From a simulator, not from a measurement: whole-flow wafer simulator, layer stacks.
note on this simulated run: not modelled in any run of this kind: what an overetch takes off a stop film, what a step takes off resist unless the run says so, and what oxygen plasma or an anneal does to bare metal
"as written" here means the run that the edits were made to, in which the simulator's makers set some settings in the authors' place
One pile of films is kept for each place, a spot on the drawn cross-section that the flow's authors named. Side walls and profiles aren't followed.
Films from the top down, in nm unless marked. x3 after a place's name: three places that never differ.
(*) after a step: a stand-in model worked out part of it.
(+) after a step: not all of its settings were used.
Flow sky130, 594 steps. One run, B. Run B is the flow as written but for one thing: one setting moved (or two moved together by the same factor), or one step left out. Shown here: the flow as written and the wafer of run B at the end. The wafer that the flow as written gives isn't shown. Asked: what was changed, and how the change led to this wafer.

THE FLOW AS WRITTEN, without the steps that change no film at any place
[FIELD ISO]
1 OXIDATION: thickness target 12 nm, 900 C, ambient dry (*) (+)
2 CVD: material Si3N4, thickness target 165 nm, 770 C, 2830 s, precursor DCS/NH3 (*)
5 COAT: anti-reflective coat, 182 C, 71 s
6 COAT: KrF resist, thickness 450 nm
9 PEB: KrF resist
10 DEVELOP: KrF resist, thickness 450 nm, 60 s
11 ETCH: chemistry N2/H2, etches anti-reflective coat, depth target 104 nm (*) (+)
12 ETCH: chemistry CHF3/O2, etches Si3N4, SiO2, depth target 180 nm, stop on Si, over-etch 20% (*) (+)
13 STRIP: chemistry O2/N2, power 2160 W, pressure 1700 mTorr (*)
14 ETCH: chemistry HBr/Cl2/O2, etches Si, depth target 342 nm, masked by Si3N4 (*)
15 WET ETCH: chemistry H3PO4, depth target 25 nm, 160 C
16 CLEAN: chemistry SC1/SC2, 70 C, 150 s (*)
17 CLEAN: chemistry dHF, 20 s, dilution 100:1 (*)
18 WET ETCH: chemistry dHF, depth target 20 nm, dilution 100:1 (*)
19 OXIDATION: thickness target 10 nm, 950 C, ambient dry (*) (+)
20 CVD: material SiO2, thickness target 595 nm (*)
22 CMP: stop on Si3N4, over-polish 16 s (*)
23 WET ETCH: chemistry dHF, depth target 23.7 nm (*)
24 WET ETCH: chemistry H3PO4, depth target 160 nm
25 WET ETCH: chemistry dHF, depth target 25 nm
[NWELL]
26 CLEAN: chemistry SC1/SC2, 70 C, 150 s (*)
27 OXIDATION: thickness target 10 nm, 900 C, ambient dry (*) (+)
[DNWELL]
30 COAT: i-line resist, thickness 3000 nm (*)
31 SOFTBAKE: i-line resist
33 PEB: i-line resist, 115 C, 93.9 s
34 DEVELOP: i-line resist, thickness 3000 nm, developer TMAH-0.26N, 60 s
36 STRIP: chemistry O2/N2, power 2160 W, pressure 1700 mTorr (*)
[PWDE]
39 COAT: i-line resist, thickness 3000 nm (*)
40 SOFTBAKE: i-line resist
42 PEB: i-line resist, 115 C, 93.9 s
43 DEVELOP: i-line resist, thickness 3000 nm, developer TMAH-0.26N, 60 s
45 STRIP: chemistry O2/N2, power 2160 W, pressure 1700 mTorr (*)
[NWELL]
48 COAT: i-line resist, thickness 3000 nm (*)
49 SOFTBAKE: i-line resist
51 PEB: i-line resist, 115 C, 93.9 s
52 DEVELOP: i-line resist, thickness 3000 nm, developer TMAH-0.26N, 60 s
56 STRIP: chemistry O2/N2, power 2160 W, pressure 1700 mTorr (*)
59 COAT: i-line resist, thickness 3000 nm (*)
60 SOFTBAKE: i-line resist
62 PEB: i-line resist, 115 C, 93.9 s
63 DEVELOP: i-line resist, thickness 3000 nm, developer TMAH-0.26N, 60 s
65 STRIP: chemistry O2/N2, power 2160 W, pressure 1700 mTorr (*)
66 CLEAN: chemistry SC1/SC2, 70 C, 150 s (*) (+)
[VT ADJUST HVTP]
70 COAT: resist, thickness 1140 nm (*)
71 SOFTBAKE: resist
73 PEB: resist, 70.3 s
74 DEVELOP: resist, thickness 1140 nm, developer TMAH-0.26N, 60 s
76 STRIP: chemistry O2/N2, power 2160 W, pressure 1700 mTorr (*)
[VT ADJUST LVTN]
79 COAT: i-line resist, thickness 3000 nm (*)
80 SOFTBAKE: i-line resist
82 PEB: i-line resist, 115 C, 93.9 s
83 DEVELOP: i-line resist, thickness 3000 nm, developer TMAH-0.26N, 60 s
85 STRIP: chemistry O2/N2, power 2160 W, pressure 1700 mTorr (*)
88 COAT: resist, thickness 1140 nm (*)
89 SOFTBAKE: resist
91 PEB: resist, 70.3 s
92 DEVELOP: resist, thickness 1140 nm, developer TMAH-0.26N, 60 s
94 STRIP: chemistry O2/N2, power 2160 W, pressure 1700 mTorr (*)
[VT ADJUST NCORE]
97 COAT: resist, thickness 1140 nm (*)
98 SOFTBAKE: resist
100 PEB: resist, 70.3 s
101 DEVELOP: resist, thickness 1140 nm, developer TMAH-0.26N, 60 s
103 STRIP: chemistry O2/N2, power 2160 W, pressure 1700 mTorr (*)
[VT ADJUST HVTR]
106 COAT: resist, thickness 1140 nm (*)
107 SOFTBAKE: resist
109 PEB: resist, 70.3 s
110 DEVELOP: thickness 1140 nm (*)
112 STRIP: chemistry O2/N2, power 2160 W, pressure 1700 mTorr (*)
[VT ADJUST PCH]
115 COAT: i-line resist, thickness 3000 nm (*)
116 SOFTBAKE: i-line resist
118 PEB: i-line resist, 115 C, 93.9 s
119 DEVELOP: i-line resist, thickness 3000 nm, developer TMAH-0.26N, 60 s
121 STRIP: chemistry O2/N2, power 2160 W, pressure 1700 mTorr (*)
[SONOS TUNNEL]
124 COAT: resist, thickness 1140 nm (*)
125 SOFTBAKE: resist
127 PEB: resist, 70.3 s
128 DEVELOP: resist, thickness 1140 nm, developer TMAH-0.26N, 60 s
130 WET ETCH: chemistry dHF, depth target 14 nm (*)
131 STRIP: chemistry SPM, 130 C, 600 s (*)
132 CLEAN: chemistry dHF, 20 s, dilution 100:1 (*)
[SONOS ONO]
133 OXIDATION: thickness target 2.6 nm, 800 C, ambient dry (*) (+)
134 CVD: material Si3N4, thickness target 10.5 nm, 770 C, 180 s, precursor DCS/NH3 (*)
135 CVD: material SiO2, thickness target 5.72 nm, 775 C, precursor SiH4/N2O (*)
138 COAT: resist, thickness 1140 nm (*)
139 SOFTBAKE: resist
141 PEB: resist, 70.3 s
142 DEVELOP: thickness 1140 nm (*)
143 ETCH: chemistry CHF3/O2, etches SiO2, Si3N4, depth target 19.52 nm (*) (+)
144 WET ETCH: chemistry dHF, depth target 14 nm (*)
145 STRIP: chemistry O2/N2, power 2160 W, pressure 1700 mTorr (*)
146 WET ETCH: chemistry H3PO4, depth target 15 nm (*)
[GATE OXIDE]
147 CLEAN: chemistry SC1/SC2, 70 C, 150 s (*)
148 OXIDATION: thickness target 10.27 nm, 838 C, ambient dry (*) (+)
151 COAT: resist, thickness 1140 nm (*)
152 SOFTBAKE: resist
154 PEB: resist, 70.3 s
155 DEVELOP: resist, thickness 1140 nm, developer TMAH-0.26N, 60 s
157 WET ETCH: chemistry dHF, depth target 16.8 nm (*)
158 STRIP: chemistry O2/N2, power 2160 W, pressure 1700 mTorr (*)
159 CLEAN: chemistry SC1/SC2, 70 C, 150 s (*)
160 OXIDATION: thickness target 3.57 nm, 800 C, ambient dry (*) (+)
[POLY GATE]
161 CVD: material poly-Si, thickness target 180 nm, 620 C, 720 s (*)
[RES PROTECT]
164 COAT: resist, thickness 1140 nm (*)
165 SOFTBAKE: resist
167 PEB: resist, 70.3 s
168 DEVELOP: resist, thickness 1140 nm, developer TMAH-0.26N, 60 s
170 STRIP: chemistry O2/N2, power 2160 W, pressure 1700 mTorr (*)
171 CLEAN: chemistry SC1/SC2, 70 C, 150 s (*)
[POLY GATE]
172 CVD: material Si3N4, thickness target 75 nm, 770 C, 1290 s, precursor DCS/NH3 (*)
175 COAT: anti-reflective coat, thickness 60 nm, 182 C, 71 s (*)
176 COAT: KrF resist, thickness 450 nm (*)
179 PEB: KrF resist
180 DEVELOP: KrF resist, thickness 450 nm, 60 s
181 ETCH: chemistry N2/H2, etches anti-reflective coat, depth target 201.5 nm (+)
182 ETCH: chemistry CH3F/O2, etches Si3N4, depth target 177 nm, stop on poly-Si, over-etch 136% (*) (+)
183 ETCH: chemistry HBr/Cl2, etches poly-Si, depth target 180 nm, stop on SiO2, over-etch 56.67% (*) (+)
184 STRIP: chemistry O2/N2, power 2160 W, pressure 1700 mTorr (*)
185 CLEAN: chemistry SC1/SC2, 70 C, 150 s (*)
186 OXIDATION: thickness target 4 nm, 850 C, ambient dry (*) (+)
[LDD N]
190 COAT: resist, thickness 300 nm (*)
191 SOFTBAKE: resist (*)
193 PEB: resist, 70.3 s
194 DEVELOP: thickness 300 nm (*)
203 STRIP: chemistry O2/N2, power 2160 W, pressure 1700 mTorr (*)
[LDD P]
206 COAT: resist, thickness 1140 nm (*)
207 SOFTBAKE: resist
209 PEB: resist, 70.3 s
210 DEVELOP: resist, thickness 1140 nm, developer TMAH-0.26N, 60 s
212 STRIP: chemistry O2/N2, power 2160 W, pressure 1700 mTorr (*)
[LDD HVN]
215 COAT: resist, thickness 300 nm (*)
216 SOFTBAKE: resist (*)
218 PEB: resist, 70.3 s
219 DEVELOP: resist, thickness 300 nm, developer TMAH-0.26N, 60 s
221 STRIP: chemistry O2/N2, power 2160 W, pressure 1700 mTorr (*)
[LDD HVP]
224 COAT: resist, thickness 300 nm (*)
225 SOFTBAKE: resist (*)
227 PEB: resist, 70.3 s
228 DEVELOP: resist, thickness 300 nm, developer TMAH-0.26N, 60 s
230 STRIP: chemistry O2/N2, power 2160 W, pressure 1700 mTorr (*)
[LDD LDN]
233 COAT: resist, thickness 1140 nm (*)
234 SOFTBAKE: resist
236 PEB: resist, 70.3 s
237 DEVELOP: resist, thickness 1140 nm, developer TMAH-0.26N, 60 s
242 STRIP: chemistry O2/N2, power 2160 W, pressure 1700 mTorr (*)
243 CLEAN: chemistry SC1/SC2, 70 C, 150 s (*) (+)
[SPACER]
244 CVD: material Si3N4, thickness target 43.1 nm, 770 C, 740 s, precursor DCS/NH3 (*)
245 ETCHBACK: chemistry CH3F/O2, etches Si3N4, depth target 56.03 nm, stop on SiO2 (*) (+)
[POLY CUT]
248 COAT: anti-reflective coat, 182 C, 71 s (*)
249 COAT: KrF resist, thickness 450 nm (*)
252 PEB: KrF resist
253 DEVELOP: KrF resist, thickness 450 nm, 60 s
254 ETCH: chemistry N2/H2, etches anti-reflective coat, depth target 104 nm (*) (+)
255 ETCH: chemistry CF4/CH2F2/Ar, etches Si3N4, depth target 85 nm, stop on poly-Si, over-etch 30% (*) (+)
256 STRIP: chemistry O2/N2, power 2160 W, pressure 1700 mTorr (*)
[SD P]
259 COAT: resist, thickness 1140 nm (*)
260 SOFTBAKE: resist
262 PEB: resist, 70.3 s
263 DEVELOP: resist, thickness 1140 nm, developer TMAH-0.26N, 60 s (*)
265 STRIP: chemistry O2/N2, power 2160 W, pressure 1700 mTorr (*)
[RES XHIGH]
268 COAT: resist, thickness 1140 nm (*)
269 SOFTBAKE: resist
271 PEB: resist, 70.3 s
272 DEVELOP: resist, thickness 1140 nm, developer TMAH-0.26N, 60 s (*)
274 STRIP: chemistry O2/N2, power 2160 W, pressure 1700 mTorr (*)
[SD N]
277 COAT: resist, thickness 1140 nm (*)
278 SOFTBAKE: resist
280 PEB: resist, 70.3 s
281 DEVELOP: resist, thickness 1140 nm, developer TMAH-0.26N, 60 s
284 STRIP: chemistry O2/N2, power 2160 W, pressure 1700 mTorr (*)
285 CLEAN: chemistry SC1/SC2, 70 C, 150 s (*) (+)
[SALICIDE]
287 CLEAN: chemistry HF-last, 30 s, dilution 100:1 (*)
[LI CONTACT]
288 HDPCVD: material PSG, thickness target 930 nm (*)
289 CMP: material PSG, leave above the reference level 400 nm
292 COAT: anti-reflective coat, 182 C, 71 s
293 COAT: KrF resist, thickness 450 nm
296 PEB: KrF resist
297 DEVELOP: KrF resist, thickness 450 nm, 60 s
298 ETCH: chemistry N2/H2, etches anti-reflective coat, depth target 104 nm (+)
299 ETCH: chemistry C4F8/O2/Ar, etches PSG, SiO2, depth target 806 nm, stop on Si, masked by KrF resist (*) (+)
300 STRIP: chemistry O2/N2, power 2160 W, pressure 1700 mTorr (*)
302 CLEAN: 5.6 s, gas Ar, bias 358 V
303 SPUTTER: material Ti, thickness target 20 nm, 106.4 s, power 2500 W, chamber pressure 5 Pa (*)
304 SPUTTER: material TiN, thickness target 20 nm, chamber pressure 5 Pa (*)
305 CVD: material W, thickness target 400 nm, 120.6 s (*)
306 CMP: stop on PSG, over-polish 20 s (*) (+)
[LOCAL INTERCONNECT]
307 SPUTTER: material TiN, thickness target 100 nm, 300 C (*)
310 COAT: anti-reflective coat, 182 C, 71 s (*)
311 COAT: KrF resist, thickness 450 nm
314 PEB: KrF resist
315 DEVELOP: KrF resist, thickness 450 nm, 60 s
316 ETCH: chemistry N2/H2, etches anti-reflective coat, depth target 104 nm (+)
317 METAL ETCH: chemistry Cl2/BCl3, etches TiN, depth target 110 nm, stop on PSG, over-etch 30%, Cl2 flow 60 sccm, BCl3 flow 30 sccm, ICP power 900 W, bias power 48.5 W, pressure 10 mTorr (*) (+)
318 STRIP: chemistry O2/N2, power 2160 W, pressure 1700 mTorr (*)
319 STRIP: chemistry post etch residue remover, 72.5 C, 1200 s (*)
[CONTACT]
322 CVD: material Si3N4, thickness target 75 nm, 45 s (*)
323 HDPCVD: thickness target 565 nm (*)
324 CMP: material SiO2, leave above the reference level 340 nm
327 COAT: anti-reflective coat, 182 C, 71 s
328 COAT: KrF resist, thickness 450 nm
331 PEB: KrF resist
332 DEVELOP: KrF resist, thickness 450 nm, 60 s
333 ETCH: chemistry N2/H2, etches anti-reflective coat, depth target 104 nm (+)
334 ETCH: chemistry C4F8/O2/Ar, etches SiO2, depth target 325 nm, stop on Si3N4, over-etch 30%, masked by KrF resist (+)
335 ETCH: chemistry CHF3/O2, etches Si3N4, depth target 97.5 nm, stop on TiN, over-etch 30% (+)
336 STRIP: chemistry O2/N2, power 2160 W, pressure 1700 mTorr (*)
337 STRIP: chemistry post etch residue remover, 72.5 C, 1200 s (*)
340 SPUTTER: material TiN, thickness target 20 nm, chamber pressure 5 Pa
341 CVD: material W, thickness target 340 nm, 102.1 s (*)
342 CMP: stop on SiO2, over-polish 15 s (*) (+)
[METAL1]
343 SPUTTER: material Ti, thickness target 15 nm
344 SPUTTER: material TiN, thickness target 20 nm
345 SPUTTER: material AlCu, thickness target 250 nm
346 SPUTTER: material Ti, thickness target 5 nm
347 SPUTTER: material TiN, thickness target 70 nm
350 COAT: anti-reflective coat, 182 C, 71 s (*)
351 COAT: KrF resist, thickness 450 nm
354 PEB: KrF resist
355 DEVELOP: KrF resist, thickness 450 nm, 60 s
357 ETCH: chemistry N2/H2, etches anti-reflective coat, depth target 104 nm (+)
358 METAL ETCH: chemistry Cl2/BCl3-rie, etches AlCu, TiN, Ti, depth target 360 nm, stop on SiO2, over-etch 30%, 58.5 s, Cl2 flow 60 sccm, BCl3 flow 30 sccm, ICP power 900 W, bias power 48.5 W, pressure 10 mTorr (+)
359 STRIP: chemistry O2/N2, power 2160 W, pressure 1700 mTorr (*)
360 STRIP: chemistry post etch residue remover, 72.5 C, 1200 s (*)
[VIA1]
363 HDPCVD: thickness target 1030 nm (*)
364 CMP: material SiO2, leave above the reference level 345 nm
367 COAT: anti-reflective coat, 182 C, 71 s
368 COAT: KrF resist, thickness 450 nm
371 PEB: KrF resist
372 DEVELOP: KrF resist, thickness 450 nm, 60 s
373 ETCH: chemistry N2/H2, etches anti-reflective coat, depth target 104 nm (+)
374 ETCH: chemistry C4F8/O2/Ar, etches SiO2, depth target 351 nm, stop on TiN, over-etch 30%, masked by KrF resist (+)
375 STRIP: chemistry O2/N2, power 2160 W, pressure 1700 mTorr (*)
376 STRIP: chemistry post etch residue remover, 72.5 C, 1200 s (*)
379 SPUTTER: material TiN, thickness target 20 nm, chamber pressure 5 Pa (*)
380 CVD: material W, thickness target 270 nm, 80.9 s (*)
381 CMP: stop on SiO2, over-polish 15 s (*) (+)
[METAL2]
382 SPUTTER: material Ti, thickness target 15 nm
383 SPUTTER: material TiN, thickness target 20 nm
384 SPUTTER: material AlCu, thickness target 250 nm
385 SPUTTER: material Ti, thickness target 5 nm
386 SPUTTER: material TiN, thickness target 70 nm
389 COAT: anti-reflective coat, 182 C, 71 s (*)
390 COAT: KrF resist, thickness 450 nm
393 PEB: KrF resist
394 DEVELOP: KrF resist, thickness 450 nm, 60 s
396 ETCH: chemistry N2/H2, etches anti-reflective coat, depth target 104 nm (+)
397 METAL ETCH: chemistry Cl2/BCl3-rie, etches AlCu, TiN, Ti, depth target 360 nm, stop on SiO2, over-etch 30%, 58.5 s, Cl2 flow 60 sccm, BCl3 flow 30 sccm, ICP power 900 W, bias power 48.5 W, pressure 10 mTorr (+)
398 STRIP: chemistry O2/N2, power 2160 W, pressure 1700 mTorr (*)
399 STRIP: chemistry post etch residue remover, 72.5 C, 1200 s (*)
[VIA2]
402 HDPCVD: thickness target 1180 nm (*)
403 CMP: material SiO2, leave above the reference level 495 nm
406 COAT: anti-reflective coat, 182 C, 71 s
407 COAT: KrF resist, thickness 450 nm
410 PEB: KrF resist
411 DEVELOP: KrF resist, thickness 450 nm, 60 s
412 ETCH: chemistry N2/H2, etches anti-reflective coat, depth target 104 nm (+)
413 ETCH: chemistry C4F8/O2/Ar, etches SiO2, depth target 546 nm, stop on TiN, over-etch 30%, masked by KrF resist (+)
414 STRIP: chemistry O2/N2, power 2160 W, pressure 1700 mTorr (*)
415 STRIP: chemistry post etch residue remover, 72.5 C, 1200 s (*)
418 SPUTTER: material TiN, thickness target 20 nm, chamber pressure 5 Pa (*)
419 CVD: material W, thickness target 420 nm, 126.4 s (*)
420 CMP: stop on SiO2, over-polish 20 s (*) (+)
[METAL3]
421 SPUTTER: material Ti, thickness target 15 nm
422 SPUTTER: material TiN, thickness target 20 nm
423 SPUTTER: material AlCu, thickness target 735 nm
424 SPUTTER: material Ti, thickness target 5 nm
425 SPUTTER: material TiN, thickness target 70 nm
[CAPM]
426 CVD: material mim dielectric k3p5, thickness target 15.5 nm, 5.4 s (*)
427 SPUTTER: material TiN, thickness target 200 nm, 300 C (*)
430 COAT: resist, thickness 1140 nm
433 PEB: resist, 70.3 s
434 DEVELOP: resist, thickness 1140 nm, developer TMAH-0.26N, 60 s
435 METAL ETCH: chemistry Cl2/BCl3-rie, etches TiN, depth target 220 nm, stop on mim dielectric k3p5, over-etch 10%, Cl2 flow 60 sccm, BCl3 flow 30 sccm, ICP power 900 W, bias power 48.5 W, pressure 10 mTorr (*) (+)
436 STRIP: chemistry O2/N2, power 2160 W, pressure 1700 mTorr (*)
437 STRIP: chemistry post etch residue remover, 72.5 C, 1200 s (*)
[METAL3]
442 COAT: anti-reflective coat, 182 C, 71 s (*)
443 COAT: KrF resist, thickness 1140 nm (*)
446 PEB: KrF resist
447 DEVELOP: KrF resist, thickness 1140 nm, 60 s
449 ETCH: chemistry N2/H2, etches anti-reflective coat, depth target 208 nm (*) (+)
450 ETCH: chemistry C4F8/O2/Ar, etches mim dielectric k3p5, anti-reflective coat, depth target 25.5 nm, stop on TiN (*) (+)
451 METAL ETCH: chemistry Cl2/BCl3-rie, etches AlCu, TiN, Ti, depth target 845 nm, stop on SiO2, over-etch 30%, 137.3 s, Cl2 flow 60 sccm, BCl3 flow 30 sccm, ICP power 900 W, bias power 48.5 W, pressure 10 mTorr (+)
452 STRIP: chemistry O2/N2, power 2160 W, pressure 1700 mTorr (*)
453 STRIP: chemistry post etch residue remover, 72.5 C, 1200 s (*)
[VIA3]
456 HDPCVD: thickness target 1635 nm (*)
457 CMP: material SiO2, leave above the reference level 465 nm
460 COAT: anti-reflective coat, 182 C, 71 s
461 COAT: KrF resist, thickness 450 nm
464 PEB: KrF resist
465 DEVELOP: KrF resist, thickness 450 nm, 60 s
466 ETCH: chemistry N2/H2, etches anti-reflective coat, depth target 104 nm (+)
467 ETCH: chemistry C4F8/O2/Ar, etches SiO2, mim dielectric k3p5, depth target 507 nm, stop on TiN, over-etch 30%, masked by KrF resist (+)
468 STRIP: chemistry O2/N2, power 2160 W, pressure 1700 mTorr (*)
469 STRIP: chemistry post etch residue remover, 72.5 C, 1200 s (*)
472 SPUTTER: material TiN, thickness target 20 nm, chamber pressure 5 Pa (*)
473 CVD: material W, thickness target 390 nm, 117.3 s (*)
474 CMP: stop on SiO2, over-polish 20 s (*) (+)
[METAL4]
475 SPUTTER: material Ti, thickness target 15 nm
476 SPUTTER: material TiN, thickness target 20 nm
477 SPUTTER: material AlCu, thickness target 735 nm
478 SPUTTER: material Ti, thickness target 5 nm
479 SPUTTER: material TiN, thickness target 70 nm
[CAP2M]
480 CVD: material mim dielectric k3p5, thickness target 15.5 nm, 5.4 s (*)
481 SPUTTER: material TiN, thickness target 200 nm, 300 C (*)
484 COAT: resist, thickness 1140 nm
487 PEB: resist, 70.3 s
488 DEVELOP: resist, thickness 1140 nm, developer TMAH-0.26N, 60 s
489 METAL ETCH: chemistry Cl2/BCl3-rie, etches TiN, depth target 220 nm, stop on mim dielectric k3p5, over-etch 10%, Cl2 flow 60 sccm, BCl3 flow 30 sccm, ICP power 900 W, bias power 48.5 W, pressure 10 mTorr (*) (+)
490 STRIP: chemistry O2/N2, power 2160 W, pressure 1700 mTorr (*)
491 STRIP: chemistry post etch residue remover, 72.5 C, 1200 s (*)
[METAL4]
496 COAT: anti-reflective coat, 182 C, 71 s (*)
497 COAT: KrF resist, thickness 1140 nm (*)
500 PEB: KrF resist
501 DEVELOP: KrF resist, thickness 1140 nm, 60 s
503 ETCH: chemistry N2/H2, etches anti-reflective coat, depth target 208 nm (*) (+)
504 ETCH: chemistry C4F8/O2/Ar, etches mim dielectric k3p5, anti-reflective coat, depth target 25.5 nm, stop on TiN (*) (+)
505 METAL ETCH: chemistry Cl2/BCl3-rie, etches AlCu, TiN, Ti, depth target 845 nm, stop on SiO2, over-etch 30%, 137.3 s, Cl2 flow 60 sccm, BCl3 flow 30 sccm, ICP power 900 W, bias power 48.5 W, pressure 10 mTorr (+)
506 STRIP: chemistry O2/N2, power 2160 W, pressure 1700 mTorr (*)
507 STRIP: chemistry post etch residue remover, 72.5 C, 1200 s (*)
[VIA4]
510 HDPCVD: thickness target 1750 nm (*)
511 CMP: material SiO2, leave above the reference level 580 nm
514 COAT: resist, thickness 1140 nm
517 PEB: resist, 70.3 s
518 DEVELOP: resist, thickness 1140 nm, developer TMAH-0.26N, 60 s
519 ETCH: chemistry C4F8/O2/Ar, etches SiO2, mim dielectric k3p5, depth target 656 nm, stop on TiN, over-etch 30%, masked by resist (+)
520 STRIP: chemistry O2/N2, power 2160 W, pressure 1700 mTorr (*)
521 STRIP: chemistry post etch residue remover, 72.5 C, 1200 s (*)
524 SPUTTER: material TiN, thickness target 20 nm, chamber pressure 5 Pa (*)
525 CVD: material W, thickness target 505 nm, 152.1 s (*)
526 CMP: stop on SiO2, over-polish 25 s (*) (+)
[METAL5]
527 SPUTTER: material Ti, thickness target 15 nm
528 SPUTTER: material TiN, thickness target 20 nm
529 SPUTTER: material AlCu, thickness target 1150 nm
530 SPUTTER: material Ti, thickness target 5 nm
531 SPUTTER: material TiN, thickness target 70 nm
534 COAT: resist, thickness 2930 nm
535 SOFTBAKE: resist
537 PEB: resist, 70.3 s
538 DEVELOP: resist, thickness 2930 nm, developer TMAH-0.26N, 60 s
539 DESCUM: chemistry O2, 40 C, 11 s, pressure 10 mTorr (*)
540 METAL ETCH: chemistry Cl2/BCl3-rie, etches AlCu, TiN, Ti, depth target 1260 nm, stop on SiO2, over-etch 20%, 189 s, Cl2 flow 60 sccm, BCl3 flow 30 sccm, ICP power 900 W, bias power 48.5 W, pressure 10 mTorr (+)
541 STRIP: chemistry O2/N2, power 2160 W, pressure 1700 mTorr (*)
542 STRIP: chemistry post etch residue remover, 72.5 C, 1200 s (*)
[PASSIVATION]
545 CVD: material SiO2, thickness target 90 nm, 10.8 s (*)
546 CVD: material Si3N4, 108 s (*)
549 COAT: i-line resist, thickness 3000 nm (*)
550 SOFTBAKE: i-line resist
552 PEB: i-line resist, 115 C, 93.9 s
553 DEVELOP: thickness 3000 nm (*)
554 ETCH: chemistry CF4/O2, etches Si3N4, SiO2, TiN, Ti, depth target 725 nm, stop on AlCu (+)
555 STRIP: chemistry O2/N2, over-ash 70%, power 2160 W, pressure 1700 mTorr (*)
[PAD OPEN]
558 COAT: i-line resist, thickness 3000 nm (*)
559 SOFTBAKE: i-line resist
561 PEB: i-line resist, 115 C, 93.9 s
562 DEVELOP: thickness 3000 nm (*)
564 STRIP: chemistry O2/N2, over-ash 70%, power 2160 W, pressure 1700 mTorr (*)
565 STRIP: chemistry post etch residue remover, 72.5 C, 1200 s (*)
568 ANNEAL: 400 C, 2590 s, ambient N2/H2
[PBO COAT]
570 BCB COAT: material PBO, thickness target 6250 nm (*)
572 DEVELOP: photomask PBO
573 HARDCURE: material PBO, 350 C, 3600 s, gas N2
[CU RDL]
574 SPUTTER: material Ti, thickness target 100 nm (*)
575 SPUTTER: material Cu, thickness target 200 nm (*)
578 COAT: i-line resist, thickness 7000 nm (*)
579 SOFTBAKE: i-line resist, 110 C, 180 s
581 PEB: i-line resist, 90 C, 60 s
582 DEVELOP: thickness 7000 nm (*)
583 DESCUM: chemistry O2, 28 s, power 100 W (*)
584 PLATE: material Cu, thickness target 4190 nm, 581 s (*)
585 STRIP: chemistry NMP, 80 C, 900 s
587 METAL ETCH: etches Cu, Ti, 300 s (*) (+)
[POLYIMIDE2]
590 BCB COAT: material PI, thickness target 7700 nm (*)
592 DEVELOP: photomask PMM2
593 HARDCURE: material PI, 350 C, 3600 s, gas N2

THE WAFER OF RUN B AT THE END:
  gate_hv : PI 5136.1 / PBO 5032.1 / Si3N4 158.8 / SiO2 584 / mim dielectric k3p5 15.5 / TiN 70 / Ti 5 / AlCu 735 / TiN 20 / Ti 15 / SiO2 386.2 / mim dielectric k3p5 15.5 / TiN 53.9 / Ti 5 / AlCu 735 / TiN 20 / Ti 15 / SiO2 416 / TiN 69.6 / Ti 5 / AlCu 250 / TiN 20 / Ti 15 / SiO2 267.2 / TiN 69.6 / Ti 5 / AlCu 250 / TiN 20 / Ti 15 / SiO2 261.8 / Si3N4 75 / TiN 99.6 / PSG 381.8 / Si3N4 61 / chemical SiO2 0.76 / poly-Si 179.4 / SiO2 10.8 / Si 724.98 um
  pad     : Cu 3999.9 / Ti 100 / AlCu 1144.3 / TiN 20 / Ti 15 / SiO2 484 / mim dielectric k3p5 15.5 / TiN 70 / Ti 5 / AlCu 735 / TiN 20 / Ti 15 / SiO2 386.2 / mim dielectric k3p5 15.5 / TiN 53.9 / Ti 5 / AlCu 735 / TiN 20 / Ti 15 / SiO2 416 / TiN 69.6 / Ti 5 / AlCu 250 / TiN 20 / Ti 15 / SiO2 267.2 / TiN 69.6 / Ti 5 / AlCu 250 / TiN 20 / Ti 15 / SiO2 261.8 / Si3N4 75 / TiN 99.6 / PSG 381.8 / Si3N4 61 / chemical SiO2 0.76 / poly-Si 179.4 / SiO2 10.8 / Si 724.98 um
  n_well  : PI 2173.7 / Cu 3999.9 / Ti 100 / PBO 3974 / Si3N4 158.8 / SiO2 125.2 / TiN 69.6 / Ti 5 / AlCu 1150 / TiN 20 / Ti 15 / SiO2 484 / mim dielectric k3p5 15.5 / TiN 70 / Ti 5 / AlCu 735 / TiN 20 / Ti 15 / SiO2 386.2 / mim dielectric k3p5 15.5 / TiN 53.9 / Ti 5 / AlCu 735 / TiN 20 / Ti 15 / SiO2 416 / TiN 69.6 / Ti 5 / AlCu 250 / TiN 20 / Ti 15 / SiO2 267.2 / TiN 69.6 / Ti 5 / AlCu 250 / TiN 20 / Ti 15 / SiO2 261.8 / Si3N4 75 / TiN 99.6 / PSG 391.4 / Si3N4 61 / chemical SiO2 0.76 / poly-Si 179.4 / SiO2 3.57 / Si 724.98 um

The cause: step 425, SPUTTER: thickness target 53.9 nm was run, where the flow has thickness target 70 nm.
It can be read off the wafer: gate_hv has TiN 53.9, and step 425 as written asks for 70 nm.

How the change led to this, step by step:
  425 SPUTTER: material TiN, thickness target 70 nm
      field, active, n_well and 188 more: TiN +53.9 (new film) (as written it would be: TiN +70 (new film))
  451 METAL ETCH: chemistry Cl2/BCl3-rie, etches AlCu, TiN, Ti, depth target 845 nm, stop on SiO2, over-etch 30%, 137.3 s, Cl2 flow 60 sccm, BCl3 flow 30 sccm, ICP power 900 W, bias power 48.5 W, pressure 10 mTorr (+)
      field, gate, spacer and 68 more: TiN -53.9 (all of it), Ti -5 (all of it), AlCu -735 (all of it), TiN -20 (all of it), Ti -15 (all of it), SiO2 -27 (as written it would be: TiN -70 (all of it), Ti -5 (all of it), AlCu -735 (all of it), TiN -20 (all of it), Ti -15 (all of it), SiO2 -25.4)
      active, vpp_ln, vpp_iso2 and 11 more: TiN -53.9 (all of it), Ti -5 (all of it), AlCu -735 (all of it), TiN -20 (all of it), Ti -15 (all of it), SiO2 -27 (as written it would be: TiN -70 (all of it), Ti -5 (all of it), AlCu -735 (all of it), TiN -20 (all of it), Ti -15 (all of it), SiO2 -25.3)
  467 ETCH: chemistry C4F8/O2/Ar, etches SiO2, mim dielectric k3p5, depth target 507 nm, stop on TiN, over-etch 30%, masked by KrF resist (+)
      m1: SiO2 -390.6 (all of it), mim dielectric k3p5 -15.5 (all of it) (as written it would be: SiO2 -374.5 (all of it), mim dielectric k3p5 -15.5 (all of it))
      via3_hole: SiO2 -390 (all of it), mim dielectric k3p5 -15.5 (all of it) (as written it would be: SiO2 -373.9 (all of it), mim dielectric k3p5 -15.5 (all of it))
  473 CVD: material W, thickness target 390 nm, 117.3 s (*)
      m1: W +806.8 (new film) (as written it would be: W +790.5 (new film))
      via3_hole: W +806.2 (new film) (as written it would be: W +789.9 (new film))
